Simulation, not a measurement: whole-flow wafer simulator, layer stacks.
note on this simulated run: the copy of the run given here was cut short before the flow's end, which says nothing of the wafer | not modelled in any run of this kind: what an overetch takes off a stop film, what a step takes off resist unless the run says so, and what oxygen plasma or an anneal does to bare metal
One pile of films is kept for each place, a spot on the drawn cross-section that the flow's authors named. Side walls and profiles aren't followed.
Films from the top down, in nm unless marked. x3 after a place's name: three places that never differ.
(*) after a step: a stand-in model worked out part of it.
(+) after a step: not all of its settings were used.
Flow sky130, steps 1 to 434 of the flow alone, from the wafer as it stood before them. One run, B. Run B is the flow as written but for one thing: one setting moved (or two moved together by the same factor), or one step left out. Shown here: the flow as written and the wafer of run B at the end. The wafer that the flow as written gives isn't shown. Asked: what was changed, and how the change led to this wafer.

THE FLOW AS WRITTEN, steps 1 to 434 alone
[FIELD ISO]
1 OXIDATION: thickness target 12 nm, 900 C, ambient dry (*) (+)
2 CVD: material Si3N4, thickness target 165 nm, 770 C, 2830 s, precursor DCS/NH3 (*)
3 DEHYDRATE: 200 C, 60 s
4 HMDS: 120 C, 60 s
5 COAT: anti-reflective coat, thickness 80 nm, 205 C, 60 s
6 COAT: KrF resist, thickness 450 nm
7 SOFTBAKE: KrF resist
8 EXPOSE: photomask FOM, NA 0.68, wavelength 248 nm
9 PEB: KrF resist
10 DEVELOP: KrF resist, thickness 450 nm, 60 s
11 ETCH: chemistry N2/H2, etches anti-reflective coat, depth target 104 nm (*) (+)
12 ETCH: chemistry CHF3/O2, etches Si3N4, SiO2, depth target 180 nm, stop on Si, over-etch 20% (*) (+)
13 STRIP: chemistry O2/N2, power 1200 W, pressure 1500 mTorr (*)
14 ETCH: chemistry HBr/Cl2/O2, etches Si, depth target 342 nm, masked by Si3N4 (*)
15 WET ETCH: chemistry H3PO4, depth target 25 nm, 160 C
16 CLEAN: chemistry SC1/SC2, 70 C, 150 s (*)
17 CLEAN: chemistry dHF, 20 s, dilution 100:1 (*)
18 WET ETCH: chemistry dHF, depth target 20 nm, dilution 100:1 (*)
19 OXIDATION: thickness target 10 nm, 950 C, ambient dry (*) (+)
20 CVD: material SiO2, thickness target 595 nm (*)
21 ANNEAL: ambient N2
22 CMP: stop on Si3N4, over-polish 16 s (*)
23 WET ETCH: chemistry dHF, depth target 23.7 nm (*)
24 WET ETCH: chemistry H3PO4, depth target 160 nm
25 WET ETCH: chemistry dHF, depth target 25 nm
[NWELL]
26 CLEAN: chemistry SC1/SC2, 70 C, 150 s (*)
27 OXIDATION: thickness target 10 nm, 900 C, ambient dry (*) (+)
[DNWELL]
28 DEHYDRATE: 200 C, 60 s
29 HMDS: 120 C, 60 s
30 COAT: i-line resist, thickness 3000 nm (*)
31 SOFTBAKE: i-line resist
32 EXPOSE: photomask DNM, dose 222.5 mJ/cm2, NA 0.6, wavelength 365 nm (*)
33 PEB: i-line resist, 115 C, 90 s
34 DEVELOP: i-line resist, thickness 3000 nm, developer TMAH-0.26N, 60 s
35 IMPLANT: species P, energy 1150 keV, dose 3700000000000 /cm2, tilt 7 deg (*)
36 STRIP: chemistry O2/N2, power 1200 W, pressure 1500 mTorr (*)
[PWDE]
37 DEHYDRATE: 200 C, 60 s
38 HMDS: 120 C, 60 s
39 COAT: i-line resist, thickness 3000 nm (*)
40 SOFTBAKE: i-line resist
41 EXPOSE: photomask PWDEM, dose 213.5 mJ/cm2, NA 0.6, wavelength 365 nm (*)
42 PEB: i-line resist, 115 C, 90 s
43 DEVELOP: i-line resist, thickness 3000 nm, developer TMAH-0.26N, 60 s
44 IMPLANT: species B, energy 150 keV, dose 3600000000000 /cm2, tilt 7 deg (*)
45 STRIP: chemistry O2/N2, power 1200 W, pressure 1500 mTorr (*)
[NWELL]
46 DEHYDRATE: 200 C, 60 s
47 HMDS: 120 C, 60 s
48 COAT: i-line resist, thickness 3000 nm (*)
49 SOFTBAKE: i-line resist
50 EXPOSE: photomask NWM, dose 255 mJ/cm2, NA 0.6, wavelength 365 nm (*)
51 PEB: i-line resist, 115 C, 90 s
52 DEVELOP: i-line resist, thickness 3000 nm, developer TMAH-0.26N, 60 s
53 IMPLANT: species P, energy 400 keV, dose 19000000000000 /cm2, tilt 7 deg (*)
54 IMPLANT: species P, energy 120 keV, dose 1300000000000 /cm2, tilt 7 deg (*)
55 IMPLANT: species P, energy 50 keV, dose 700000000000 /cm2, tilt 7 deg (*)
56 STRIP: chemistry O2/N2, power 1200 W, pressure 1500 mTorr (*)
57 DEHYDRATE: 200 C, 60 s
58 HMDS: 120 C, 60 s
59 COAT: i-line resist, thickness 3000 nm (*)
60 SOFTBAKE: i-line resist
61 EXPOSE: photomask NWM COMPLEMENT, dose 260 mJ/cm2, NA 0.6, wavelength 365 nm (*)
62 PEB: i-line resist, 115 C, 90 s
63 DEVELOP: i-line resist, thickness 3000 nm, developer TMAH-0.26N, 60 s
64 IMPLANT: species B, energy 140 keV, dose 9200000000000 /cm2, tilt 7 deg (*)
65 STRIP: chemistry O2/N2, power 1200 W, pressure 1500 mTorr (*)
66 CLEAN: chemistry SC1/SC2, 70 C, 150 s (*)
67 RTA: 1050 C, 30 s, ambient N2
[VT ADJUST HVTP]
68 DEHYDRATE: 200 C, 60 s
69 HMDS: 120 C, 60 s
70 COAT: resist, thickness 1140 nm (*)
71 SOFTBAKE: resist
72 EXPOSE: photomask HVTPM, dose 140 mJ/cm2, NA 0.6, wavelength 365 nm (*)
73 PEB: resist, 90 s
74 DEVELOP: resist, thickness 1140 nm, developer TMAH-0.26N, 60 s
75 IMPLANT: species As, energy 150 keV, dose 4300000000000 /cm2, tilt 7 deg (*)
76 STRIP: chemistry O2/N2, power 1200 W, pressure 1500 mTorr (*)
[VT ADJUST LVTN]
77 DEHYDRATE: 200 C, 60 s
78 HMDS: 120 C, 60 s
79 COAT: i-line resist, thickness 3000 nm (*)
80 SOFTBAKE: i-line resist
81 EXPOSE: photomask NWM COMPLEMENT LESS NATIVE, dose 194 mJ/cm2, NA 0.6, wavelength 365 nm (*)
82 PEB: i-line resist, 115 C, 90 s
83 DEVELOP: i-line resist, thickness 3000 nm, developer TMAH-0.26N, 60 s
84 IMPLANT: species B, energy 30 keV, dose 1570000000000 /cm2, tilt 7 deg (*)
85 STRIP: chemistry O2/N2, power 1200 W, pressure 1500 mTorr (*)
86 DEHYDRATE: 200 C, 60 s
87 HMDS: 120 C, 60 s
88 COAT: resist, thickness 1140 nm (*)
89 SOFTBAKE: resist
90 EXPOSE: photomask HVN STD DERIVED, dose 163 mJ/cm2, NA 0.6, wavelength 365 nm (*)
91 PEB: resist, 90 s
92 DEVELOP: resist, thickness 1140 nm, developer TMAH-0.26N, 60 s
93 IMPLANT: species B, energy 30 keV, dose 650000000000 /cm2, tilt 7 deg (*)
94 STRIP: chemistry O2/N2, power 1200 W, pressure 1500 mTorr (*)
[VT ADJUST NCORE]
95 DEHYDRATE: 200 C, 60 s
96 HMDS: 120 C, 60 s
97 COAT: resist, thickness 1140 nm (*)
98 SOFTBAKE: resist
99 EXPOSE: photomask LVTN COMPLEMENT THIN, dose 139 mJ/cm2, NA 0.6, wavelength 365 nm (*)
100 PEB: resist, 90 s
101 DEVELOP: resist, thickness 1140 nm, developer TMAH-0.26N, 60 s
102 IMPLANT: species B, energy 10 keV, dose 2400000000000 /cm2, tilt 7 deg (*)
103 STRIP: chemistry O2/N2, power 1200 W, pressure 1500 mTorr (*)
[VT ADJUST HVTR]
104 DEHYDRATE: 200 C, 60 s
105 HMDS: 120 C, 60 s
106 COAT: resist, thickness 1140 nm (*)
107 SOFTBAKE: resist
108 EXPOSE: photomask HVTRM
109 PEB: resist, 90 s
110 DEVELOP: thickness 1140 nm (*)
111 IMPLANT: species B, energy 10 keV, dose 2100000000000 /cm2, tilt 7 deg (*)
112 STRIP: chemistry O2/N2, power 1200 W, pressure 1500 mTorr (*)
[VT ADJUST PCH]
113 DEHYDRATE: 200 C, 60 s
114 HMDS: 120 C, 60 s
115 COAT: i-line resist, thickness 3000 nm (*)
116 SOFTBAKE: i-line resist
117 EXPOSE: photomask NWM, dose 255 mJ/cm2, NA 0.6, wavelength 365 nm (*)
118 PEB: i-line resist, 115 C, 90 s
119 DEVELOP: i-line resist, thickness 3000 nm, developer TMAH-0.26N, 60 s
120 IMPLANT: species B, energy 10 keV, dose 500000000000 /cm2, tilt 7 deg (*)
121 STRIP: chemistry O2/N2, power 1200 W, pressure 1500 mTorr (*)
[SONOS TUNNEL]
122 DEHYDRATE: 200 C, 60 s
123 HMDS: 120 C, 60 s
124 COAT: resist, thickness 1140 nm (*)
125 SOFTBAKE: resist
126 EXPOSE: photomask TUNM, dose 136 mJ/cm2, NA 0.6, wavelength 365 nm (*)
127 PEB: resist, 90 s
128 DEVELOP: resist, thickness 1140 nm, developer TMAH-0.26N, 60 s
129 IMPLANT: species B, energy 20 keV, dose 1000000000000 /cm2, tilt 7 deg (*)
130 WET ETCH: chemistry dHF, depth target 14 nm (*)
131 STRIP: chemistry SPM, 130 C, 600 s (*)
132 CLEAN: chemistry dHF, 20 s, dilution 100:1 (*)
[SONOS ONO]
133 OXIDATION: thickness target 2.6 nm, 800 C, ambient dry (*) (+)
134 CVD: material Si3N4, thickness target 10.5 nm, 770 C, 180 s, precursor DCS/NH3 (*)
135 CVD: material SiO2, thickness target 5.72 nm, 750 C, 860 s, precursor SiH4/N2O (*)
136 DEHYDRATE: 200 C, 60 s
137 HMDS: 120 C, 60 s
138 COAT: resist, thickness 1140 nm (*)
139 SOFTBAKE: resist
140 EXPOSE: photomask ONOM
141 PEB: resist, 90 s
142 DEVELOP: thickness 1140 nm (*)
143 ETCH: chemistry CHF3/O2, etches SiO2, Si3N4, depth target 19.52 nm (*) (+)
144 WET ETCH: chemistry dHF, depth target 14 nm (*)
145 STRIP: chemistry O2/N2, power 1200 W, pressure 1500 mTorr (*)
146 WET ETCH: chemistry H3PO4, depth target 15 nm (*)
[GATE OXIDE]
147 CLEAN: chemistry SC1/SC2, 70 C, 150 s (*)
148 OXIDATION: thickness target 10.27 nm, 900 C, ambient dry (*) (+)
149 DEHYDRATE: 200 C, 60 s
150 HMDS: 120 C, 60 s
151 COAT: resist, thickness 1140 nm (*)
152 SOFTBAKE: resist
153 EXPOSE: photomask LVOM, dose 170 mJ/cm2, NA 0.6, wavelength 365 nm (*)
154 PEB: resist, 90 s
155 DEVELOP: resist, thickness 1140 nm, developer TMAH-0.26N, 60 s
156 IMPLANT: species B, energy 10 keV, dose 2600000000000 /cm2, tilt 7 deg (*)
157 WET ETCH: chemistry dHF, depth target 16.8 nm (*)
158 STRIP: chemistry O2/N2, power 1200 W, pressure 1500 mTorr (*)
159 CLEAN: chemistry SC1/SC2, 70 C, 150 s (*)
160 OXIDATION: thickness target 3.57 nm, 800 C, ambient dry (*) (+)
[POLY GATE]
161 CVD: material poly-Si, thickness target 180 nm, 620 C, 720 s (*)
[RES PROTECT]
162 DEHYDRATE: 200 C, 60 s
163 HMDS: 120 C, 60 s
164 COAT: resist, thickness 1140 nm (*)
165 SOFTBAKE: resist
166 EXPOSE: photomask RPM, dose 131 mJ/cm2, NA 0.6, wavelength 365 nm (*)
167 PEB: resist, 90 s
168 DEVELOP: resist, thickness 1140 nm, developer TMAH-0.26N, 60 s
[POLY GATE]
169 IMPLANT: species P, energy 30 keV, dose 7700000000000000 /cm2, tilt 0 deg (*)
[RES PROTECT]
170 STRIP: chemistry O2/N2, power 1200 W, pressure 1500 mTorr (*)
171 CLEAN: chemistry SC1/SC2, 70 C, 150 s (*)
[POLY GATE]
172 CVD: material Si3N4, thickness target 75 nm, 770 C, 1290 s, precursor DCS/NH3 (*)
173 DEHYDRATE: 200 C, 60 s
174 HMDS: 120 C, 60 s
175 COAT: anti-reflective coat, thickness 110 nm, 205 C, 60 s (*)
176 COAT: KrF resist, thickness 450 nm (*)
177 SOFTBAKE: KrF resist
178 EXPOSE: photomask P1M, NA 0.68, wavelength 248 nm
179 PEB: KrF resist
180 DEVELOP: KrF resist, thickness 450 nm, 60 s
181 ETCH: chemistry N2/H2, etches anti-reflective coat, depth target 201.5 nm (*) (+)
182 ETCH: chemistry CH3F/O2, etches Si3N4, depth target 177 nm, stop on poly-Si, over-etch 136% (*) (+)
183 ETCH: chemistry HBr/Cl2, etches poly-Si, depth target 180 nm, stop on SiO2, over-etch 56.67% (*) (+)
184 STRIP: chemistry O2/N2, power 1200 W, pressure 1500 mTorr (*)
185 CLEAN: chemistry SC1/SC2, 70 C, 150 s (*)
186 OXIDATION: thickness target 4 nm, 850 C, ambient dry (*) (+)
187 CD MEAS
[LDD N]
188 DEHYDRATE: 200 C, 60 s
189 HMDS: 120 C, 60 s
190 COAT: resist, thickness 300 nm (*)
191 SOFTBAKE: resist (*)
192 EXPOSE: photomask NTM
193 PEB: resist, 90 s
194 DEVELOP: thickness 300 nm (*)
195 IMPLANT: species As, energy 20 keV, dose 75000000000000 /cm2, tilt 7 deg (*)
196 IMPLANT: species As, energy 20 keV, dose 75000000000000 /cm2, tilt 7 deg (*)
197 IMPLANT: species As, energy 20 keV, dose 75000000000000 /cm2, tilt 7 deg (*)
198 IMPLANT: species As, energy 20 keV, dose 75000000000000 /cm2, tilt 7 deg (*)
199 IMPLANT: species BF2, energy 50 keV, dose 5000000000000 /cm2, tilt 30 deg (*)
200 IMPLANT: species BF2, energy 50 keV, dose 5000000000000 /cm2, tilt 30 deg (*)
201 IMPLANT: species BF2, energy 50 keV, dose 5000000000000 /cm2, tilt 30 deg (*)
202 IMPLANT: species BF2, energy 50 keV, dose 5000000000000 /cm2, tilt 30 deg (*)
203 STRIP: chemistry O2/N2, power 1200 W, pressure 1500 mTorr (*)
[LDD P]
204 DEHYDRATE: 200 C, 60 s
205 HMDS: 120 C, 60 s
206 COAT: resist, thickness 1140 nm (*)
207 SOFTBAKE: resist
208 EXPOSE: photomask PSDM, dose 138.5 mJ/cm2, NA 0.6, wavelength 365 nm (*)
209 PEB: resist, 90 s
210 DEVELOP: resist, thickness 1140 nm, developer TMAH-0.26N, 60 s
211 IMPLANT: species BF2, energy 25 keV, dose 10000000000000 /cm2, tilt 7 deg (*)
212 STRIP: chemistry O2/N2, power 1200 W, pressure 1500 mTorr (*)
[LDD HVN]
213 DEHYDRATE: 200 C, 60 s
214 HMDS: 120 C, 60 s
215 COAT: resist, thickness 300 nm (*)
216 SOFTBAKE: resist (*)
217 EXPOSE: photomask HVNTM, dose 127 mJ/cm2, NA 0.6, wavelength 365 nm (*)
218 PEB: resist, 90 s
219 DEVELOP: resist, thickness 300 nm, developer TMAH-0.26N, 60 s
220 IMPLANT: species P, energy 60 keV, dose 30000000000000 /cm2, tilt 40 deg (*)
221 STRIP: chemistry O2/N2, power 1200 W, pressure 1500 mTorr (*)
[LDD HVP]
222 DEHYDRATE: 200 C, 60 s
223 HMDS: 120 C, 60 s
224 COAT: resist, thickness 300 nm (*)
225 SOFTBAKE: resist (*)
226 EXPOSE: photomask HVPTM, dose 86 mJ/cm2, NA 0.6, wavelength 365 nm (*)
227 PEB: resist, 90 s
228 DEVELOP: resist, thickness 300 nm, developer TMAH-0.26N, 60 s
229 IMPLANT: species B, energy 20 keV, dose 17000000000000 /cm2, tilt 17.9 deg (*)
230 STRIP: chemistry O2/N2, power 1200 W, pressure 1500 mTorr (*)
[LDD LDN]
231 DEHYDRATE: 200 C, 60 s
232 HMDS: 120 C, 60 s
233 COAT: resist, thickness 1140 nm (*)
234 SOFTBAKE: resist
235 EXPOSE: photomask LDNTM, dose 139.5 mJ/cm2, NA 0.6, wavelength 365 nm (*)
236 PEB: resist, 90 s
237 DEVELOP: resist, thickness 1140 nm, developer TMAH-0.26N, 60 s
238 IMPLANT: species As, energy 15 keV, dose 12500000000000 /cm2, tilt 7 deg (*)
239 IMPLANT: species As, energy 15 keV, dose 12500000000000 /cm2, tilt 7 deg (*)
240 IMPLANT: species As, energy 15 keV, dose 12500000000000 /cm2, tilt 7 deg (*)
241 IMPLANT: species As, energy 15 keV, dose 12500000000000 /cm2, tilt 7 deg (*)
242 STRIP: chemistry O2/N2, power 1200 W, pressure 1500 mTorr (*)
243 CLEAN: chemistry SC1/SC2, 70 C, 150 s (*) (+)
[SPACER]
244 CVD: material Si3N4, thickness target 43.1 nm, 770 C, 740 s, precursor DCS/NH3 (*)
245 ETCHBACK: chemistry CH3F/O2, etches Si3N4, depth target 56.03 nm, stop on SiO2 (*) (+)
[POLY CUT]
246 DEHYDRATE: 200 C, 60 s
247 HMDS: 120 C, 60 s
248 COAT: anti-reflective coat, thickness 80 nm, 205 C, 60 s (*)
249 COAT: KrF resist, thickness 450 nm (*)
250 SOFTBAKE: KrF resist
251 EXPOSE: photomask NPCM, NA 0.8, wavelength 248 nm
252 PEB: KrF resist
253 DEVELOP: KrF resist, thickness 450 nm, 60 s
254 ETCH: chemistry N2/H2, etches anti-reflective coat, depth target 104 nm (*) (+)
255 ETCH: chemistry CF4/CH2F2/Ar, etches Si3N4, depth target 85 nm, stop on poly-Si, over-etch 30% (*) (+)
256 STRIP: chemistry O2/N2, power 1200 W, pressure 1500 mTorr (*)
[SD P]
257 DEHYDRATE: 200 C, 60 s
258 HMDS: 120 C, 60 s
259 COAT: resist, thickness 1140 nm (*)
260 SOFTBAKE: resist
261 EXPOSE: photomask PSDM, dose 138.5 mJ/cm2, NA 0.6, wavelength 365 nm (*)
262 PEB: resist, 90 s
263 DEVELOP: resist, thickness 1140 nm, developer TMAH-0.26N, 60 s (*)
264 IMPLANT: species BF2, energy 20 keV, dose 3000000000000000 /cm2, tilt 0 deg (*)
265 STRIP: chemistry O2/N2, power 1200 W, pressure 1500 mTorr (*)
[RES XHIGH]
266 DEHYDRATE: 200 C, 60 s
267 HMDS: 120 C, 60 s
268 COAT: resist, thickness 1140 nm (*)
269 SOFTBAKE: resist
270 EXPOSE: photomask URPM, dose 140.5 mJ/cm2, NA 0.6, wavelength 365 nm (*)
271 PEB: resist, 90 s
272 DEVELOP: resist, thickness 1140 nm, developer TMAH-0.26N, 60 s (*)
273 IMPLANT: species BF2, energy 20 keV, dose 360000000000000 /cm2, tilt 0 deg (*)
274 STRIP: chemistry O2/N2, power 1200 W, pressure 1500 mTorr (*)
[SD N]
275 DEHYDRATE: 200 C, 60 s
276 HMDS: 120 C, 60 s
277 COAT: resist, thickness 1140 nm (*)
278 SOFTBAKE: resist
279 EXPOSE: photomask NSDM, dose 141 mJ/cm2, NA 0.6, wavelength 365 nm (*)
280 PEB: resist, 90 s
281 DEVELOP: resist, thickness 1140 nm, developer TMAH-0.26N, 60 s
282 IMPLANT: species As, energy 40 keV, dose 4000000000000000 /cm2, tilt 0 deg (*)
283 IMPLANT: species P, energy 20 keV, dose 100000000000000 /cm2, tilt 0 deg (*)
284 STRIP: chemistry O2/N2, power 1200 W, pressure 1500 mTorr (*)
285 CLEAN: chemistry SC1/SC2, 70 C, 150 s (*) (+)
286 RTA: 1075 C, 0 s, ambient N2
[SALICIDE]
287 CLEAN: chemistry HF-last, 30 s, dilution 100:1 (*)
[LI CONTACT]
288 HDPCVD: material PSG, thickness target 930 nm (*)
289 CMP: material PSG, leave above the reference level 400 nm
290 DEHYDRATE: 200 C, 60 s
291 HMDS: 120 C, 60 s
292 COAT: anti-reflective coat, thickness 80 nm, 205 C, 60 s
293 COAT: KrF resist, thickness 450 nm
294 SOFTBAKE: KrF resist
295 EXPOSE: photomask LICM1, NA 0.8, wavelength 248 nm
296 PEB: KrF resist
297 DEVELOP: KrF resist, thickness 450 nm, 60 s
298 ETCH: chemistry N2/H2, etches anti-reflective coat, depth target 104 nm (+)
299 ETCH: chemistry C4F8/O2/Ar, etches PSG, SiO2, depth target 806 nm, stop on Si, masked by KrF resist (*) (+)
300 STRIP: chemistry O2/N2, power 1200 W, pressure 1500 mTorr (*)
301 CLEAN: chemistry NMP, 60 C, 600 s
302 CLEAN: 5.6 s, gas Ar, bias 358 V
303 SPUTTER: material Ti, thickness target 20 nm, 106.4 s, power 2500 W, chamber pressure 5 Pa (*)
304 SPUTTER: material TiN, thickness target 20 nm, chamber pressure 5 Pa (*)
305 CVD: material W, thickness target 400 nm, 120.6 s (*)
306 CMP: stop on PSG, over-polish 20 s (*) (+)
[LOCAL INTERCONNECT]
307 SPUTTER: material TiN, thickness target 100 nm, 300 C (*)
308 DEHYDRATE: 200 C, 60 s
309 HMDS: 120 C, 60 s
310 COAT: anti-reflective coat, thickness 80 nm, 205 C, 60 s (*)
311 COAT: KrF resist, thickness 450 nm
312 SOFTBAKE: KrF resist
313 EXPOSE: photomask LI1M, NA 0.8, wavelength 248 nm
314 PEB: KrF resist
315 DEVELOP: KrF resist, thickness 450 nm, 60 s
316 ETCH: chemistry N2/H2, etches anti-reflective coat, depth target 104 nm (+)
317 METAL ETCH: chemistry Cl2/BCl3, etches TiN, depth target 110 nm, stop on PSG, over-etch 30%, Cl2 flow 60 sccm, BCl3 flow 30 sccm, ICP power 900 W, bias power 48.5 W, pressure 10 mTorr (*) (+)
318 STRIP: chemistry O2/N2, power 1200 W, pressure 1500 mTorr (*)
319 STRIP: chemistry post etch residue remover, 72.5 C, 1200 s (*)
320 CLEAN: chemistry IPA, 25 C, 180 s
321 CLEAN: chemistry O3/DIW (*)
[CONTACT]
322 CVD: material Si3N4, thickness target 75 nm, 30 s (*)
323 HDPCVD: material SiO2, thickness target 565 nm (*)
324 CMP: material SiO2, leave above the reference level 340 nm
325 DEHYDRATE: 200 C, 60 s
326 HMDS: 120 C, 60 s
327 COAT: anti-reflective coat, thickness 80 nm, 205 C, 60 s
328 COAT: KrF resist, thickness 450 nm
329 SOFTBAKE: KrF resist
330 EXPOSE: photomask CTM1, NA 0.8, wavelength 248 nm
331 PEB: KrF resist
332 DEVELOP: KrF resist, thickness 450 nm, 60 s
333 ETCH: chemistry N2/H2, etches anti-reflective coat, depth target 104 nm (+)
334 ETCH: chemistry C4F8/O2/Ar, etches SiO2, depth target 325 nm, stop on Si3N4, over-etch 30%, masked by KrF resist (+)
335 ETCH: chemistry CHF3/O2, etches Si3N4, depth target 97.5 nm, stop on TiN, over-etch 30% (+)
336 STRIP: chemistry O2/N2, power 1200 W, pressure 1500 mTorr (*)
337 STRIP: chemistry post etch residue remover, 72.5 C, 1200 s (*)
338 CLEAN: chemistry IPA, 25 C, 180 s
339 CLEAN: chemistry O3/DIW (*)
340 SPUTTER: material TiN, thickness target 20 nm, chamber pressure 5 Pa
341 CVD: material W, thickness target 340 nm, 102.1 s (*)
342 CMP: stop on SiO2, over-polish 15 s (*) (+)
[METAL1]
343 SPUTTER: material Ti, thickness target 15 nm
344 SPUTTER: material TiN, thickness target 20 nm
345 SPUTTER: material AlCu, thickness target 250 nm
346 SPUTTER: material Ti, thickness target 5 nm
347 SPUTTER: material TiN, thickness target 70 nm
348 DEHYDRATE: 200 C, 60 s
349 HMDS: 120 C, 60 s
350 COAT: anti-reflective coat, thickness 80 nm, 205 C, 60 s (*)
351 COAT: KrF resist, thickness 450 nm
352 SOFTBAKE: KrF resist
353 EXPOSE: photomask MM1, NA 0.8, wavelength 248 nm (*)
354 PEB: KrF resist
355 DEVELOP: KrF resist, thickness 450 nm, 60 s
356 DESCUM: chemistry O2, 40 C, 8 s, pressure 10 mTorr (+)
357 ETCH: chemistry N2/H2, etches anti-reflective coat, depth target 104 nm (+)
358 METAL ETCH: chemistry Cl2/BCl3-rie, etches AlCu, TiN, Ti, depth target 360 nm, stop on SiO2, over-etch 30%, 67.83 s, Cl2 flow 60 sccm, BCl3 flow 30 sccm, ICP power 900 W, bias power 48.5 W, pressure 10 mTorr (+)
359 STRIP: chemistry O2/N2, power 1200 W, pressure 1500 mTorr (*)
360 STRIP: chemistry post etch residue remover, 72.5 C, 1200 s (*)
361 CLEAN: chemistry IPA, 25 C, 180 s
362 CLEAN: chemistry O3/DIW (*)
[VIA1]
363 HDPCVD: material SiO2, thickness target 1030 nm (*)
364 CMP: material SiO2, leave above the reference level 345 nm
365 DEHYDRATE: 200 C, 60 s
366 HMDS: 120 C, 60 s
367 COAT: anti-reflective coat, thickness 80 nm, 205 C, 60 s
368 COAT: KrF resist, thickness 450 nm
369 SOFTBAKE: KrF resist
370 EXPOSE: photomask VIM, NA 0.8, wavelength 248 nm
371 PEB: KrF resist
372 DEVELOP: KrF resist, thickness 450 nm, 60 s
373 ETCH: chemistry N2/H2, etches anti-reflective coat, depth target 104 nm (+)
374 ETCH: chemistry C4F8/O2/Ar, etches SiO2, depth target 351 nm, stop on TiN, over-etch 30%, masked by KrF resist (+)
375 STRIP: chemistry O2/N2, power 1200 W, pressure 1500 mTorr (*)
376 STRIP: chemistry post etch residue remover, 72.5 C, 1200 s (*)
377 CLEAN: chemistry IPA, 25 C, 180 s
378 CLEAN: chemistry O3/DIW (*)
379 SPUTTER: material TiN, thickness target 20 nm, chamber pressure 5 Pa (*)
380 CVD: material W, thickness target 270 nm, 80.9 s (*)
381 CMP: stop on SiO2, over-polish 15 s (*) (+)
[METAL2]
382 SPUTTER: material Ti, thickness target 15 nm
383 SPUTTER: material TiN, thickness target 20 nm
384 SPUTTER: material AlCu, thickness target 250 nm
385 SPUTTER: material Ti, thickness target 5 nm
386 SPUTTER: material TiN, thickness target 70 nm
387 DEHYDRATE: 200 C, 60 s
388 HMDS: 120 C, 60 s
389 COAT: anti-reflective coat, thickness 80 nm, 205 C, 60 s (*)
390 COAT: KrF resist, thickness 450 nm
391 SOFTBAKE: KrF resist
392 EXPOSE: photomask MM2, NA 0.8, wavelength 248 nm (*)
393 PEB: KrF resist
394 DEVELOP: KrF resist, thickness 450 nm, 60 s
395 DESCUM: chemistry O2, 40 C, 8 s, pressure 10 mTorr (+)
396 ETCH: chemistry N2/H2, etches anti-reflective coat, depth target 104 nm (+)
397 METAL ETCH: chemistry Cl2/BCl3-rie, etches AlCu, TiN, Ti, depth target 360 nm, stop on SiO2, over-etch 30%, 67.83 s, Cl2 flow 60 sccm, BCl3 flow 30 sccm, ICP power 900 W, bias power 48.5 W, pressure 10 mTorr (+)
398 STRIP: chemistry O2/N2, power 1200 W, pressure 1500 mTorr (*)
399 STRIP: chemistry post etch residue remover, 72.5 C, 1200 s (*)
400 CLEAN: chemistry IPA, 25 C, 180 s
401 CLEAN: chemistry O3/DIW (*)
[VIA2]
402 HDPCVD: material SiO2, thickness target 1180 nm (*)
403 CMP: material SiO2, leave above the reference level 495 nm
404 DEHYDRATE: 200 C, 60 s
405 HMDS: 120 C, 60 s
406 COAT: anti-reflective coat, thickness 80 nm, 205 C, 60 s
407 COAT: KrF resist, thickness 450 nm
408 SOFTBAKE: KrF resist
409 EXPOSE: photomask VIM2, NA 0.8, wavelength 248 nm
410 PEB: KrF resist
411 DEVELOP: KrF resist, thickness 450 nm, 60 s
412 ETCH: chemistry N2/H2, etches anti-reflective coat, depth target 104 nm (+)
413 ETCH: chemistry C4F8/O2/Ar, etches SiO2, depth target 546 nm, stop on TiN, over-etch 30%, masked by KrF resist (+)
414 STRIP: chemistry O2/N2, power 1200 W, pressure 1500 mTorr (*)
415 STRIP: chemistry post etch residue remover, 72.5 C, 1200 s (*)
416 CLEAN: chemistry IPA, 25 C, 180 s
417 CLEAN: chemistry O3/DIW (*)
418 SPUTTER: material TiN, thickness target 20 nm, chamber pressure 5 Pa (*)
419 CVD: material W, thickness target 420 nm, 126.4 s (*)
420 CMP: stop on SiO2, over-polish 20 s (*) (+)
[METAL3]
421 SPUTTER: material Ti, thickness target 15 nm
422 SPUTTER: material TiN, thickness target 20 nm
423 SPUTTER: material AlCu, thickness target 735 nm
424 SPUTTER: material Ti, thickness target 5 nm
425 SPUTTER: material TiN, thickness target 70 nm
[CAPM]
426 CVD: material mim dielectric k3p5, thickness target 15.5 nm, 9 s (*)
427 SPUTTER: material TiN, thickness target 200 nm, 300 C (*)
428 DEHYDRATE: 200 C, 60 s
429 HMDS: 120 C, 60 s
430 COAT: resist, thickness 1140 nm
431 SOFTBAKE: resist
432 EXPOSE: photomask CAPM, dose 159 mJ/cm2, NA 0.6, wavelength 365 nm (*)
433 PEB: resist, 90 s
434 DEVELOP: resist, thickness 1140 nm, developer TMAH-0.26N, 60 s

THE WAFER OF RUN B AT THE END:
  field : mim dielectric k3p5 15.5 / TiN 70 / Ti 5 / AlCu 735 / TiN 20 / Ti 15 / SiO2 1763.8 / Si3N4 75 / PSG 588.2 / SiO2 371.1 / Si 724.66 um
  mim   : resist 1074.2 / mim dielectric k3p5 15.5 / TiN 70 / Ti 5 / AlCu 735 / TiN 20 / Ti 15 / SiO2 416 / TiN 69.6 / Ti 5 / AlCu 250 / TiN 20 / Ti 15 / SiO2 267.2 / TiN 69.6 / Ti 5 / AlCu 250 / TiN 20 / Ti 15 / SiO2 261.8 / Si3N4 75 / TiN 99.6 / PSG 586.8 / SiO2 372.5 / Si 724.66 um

The cause: step 427, SPUTTER: material TiN, thickness target 200 nm, 300 C (*), was left out.

How the change led to this, step by step:
  (no step that both runs have acts differently)
Counting metal films that touch as one body, field has 1 body; the flow as written gives 2 bodies (between them, from the top down: mim dielectric k3p5 15.5).
Counting metal films that touch as one body, mim has 4 bodies (between them, from the top down: SiO2 416; SiO2 267.2; SiO2 261.8 / Si3N4 75); the flow as written gives 5 bodies (between them, from the top down: mim dielectric k3p5 15.5; SiO2 416; SiO2 267.2; SiO2 261.8 / Si3N4 75).
